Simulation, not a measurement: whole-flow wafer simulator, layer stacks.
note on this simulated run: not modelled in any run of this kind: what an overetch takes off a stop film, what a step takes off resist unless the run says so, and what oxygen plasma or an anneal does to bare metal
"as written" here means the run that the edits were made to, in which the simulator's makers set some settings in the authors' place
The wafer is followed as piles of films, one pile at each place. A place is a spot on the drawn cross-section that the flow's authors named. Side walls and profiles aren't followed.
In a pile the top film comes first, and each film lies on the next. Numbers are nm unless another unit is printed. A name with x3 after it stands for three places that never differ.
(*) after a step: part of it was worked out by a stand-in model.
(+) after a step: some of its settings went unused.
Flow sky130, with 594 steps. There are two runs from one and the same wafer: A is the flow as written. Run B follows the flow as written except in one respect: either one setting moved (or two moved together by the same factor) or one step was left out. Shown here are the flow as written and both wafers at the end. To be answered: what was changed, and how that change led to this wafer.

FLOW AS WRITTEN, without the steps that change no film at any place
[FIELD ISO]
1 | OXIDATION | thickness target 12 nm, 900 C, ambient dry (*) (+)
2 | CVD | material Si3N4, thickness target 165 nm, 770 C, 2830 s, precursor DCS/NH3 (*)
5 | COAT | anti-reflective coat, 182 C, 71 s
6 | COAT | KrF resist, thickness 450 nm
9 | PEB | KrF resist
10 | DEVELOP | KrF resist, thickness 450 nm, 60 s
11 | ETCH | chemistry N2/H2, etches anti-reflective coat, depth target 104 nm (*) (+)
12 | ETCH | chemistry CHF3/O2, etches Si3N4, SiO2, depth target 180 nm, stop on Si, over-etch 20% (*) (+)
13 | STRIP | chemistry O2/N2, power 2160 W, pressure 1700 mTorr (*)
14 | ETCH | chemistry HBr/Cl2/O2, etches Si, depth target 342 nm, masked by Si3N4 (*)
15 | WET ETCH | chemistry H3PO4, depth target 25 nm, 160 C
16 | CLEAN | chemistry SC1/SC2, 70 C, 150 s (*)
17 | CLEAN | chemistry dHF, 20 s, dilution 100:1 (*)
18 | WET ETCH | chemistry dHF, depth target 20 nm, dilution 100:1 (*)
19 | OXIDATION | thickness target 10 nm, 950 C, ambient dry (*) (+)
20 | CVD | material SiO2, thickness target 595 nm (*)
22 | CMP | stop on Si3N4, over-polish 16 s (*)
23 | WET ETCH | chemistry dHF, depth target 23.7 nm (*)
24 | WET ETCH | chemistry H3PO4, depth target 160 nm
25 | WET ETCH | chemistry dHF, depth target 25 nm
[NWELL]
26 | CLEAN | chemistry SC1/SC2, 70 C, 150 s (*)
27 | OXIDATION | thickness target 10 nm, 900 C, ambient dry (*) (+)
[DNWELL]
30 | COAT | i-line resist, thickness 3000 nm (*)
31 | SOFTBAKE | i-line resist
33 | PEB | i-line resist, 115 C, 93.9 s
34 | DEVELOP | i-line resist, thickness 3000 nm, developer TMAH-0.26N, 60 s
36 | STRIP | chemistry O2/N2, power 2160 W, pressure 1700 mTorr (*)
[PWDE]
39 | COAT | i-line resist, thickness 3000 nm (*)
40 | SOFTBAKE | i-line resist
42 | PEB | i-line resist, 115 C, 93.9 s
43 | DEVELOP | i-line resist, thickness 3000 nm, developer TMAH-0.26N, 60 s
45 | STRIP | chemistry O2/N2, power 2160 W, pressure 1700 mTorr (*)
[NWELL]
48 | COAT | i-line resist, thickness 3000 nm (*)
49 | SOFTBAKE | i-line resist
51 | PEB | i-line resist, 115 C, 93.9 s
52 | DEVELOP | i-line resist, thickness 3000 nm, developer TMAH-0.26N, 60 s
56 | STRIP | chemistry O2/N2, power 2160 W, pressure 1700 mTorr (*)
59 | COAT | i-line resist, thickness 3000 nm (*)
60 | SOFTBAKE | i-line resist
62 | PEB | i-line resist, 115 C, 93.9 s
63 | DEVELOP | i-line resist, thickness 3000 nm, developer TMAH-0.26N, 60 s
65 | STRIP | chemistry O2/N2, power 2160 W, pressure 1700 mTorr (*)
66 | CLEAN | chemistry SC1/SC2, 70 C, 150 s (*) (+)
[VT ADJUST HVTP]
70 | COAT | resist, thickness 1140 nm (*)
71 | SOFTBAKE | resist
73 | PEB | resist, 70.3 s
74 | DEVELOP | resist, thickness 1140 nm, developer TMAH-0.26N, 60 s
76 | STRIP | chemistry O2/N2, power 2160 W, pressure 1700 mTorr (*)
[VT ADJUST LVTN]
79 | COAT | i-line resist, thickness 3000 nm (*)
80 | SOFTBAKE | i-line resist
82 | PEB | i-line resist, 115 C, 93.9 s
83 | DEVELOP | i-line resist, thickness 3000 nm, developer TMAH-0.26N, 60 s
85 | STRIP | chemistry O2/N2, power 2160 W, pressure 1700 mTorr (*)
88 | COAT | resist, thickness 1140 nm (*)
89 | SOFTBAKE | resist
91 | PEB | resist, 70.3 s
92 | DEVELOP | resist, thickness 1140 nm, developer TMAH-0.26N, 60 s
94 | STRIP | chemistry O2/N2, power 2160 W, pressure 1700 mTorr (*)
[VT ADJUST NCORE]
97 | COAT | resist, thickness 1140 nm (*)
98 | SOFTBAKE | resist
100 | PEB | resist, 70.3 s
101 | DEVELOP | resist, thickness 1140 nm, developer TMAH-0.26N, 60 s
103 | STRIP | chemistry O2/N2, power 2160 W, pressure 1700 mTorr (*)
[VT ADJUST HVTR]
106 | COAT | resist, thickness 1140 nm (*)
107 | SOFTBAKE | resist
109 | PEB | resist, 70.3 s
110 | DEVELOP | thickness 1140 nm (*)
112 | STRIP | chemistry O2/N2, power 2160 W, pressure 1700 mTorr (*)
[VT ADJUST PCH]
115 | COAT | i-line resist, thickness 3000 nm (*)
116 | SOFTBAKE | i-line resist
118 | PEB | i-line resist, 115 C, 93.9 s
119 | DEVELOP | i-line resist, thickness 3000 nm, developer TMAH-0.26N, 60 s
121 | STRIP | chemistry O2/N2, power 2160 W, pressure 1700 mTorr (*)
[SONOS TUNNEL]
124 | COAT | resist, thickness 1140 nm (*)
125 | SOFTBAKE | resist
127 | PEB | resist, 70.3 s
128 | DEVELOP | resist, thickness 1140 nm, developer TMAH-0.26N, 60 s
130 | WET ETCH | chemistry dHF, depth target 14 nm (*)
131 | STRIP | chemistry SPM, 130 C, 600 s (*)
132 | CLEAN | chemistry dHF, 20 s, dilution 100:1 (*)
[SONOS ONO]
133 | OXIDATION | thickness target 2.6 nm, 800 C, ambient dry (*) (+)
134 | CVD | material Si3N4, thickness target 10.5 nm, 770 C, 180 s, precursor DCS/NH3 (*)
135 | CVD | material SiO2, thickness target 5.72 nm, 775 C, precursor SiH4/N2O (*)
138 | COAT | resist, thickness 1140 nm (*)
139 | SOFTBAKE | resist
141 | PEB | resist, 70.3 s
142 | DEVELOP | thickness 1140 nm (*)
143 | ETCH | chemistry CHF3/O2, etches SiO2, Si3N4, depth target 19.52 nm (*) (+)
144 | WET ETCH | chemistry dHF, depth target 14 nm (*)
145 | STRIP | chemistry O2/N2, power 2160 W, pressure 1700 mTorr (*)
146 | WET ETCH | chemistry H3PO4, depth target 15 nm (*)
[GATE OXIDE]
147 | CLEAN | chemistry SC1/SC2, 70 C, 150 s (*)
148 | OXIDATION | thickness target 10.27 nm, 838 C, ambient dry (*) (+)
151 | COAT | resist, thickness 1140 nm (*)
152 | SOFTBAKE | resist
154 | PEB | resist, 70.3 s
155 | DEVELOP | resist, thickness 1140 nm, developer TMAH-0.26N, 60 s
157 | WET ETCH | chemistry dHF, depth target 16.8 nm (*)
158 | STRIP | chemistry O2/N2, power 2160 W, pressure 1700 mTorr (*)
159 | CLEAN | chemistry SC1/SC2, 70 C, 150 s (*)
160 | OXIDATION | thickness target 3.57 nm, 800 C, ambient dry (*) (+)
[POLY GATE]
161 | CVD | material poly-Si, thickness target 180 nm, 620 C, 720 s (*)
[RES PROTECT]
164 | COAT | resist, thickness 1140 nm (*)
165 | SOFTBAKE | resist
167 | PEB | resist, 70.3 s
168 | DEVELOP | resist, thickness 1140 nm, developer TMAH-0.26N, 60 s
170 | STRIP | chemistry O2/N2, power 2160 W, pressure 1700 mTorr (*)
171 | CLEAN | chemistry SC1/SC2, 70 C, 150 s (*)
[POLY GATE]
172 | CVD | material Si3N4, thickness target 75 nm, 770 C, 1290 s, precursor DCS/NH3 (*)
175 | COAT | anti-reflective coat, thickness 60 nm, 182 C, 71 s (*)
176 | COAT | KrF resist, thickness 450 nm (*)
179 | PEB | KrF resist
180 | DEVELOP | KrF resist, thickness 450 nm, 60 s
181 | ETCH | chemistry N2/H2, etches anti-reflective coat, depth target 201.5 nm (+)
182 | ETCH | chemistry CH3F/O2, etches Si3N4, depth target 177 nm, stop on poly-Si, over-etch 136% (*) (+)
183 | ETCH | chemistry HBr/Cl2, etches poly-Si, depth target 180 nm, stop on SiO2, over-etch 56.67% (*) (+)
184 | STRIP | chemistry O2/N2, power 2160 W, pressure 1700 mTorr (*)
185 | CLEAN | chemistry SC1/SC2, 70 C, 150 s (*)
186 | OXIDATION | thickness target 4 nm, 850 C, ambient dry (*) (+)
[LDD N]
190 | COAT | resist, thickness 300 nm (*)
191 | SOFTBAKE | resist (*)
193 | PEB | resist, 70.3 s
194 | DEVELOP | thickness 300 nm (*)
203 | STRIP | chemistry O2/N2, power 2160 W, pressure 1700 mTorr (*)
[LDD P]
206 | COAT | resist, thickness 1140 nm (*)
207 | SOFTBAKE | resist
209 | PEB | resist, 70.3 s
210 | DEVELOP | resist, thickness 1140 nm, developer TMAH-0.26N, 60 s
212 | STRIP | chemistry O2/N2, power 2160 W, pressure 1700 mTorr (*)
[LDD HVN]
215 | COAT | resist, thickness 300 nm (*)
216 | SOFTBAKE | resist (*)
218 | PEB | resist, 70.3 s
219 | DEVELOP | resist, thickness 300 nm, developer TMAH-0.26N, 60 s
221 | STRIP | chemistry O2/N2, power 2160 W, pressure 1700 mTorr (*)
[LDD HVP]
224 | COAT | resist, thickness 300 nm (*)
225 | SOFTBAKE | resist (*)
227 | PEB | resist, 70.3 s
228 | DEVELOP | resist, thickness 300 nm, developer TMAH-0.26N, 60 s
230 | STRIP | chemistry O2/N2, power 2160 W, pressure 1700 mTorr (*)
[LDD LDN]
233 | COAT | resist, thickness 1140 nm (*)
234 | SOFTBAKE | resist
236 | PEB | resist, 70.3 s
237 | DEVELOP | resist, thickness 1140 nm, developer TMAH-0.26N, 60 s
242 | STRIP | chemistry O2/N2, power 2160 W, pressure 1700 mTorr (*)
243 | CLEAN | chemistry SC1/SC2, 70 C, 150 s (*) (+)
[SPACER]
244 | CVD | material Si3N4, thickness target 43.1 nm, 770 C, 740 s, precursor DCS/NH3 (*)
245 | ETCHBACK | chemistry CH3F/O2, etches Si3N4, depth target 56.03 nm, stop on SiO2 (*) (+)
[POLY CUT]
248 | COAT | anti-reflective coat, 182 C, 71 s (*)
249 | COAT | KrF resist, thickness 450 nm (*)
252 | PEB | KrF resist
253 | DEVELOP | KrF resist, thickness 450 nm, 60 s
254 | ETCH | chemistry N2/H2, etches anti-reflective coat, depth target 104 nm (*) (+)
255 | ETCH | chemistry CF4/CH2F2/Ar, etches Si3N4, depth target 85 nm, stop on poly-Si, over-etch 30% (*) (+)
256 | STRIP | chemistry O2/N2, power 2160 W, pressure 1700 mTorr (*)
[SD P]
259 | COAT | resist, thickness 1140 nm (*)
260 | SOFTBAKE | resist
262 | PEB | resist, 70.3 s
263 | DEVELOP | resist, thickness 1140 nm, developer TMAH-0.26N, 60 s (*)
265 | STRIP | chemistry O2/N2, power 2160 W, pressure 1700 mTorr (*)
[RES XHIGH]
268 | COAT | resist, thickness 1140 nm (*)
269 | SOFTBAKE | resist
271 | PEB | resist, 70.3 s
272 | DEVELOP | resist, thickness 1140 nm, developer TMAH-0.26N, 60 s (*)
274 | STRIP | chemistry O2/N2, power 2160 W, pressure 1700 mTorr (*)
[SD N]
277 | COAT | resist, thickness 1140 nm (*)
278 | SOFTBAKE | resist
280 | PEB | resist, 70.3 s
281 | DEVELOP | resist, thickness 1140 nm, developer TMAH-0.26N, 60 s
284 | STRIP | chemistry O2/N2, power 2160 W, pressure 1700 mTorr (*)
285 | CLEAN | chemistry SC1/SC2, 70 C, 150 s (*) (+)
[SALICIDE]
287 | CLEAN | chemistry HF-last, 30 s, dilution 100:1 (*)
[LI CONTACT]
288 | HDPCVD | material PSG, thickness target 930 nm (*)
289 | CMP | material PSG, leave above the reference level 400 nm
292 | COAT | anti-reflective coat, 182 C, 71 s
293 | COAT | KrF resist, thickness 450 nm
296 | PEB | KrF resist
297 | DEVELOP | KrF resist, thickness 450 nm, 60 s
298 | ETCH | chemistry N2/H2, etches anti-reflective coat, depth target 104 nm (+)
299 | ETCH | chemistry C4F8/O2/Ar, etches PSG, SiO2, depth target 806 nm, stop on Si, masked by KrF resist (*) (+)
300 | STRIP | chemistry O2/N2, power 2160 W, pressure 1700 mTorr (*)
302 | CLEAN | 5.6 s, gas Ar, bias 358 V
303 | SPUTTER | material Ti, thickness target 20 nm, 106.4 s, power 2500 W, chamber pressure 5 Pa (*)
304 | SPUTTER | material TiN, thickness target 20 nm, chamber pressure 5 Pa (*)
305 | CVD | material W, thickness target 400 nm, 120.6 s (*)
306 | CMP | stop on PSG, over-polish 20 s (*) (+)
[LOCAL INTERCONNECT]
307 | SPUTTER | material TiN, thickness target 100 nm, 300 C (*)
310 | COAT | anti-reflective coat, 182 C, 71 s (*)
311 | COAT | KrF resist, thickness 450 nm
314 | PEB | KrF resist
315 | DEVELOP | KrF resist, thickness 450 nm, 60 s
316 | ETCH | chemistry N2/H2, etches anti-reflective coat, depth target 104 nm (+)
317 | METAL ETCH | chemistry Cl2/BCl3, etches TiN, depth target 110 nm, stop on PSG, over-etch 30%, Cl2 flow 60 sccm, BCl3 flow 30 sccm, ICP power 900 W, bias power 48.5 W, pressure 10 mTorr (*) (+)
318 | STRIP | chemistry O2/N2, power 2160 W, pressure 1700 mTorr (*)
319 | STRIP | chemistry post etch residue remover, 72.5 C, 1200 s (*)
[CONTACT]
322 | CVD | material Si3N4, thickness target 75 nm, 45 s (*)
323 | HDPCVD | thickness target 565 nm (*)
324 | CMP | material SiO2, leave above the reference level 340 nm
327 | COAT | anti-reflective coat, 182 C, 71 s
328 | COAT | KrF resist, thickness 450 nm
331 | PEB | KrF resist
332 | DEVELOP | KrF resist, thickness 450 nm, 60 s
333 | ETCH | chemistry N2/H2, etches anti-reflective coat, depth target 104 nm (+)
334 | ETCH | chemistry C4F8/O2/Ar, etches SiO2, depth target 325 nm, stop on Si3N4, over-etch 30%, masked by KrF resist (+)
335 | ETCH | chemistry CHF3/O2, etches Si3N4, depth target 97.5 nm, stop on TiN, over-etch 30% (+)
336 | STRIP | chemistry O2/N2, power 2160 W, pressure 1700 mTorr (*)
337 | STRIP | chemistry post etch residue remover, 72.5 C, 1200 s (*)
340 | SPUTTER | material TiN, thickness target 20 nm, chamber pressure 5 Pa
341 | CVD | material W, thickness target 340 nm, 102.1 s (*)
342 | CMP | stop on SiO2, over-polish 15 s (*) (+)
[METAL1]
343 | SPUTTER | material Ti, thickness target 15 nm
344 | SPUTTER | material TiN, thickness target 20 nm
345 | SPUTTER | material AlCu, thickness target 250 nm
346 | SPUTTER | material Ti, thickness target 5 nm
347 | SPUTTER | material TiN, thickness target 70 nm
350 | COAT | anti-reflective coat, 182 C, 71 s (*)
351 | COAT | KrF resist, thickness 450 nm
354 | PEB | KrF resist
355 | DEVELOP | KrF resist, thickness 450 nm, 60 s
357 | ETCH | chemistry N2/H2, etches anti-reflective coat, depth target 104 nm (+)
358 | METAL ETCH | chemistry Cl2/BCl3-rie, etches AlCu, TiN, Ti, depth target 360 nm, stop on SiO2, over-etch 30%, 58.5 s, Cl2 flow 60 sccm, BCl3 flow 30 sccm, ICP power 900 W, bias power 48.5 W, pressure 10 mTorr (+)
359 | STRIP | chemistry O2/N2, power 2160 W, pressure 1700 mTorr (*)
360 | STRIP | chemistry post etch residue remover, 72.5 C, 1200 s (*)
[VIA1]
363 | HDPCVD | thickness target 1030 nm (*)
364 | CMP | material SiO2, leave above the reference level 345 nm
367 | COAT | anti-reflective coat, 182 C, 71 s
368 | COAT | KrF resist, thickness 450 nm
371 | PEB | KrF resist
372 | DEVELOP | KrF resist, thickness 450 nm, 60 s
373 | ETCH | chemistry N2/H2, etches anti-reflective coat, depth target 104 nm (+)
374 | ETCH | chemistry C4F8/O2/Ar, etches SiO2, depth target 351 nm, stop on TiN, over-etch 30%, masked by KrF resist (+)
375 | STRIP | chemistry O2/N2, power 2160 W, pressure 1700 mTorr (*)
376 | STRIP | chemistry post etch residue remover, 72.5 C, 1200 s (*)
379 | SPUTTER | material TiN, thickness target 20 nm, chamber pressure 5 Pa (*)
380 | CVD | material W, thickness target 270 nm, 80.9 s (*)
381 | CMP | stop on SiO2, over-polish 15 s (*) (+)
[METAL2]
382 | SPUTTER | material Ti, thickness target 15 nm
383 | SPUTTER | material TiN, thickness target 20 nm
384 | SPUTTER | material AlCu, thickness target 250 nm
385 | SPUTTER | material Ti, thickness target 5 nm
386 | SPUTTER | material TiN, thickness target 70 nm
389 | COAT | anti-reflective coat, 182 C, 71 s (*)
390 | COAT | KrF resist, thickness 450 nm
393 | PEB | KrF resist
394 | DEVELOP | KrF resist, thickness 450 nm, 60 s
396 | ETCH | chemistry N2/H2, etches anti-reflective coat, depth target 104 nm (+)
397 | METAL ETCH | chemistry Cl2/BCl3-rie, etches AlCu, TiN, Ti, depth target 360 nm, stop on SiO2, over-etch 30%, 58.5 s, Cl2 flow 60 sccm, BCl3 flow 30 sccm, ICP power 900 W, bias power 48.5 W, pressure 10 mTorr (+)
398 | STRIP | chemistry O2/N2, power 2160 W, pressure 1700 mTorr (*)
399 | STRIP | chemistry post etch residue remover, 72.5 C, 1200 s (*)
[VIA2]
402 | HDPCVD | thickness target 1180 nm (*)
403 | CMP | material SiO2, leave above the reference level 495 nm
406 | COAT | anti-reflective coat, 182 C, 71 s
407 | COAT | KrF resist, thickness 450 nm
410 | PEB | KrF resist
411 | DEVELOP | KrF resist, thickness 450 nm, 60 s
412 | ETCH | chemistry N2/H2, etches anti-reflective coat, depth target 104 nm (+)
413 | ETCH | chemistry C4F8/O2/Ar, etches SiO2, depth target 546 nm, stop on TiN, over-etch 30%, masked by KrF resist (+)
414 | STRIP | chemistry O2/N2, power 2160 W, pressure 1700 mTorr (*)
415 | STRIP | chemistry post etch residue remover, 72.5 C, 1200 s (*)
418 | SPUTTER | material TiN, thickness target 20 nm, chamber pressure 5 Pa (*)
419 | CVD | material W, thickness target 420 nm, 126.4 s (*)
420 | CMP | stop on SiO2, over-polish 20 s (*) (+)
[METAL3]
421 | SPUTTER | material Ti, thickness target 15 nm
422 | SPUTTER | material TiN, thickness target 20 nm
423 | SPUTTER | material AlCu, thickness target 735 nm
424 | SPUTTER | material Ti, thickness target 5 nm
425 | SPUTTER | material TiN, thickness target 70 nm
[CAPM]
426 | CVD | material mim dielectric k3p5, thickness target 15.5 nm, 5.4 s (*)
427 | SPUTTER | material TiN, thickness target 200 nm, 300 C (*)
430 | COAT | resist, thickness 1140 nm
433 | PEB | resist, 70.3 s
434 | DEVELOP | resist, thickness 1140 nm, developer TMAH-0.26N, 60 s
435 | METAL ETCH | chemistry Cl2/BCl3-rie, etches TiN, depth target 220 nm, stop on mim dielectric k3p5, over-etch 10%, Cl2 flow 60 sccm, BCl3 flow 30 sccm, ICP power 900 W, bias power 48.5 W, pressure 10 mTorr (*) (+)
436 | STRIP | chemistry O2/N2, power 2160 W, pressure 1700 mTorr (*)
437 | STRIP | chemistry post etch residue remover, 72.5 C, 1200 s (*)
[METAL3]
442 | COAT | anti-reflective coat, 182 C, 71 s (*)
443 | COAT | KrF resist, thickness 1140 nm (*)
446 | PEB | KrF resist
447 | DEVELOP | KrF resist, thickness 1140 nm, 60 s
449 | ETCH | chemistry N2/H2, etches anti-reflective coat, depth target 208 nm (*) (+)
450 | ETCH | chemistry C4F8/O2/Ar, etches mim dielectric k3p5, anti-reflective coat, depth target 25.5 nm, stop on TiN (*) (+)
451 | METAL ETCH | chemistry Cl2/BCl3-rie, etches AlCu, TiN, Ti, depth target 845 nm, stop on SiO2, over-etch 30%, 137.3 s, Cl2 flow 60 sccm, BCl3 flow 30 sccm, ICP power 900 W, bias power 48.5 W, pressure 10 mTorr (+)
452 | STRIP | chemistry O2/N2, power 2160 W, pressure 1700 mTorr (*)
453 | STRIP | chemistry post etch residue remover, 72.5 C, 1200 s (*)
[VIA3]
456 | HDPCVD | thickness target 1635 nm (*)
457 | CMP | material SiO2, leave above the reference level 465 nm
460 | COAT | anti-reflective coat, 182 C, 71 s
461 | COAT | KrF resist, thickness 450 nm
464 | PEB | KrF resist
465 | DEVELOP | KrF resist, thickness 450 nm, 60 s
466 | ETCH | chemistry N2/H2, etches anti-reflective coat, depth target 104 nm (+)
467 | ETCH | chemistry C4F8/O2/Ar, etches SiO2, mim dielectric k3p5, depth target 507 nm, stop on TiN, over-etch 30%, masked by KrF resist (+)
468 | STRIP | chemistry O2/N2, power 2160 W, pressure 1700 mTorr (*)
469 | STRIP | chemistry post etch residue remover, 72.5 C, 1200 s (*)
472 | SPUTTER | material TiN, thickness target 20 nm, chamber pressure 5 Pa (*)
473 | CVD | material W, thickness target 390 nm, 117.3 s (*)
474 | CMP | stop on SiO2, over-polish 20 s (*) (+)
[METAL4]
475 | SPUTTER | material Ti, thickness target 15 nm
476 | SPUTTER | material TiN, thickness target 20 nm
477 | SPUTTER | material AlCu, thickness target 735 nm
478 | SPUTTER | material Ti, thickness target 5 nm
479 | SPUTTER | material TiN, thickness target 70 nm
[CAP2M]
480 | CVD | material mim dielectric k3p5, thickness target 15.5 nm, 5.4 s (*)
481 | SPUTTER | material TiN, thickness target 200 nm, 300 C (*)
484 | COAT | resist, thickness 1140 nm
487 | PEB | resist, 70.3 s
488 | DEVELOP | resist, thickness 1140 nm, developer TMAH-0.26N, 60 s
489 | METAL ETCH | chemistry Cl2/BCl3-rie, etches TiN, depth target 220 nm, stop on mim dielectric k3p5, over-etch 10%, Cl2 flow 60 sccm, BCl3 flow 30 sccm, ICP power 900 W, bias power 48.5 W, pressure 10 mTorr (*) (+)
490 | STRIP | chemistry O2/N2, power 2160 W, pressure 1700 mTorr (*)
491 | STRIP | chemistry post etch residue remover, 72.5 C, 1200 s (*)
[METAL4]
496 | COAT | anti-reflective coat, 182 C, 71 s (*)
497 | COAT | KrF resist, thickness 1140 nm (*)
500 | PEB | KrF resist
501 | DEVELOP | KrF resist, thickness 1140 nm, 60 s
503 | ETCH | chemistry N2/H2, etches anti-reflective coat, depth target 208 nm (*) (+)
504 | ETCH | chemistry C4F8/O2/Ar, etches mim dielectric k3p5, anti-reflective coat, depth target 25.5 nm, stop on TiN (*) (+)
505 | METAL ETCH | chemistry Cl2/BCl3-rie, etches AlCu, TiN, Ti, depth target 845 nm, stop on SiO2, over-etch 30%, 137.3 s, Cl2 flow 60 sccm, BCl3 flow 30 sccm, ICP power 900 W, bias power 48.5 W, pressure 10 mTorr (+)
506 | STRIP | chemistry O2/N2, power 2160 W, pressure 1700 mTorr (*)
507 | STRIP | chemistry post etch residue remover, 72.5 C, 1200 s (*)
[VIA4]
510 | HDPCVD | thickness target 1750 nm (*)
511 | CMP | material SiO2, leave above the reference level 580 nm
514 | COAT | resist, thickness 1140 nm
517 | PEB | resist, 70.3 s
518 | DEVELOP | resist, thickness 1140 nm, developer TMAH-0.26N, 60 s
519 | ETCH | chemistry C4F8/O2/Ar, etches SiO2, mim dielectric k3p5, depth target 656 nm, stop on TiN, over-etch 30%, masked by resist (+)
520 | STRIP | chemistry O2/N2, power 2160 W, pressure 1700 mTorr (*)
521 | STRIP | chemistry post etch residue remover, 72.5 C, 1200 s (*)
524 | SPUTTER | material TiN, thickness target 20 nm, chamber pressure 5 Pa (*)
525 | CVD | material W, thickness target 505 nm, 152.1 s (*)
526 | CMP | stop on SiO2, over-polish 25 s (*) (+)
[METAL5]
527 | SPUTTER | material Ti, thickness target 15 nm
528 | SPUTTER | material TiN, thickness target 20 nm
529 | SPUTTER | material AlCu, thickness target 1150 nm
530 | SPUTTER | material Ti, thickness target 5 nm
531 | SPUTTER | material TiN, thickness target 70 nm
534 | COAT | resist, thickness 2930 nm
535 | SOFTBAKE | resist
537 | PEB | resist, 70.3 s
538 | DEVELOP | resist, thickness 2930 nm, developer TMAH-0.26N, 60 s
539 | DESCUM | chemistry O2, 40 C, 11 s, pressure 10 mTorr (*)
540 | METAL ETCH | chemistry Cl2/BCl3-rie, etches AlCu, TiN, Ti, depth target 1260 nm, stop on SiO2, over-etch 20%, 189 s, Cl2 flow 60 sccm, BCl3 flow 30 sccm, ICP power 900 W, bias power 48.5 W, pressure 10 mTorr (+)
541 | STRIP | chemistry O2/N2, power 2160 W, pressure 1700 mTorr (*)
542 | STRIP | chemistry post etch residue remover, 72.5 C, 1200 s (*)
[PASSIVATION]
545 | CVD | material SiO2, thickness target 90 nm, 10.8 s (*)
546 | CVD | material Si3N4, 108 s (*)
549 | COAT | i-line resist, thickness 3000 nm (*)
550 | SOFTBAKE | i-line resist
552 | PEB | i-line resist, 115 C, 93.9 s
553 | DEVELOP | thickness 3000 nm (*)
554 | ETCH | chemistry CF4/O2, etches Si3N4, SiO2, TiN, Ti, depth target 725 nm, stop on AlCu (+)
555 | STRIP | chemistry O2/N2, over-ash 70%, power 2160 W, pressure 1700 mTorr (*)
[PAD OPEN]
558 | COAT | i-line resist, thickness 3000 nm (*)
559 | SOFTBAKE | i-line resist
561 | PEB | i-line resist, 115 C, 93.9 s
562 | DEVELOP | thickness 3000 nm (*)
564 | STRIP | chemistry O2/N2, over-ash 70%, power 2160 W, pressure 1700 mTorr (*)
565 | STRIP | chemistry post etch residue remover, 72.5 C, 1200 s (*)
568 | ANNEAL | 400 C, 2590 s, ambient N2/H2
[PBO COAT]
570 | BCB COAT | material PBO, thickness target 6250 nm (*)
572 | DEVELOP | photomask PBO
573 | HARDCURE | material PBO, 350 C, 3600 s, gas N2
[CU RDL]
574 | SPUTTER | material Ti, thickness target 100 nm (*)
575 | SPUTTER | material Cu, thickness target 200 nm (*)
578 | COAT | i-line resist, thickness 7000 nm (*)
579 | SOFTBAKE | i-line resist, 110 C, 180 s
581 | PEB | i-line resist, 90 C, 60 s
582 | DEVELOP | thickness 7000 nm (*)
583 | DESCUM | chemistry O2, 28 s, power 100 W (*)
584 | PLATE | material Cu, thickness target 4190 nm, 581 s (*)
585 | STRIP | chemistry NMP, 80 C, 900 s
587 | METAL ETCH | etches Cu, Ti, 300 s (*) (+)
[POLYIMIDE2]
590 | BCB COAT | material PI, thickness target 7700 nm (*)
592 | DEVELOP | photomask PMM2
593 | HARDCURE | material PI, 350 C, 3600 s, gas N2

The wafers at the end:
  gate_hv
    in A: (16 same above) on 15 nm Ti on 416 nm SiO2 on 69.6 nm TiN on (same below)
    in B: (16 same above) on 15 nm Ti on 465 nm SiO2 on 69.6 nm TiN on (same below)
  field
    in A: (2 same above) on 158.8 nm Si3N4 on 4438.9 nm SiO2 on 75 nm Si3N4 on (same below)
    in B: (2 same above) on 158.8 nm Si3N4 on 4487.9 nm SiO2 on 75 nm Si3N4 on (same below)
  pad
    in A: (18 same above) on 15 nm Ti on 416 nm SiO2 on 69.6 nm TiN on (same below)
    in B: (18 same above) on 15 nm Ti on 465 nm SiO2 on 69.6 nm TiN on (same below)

The reason: step 403, CMP: leave above the reference level 544 nm was run, whereas the flow has leave above the reference level 495 nm.

Step by step, how the change led to this:
  403 | CMP | material SiO2, leave above the reference level 495 nm
      n_well, p_well, gate_hv and 101 more: A -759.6 SiO2 | B -710.6 SiO2
      field, active, gate and 82 more: A -389.1 SiO2 | B -340.1 SiO2
      (as well as at 2 more places)
  413 | ETCH | chemistry C4F8/O2/Ar, etches SiO2, depth target 546 nm, stop on TiN, over-etch 30%, masked by KrF resist (+)
      m1: A -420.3 SiO2 (all of it) | B -469.3 SiO2 (all of it)
      via2_hole: A -419.8 SiO2 (all of it) | B -468.8 SiO2 (all of it)
  418 | SPUTTER | material TiN, thickness target 20 nm, chamber pressure 5 Pa (*)
      m1: A +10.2 TiN | B +9.55 TiN
      via2_hole: A +10.2 TiN | B +9.54 TiN
  419 | CVD | material W, thickness target 420 nm, 126.4 s (*)
      m1: A +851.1 W (new film) | B +900.8 W (new film)
      via2_hole: A +850.7 W (new film) | B +900.3 W (new film)
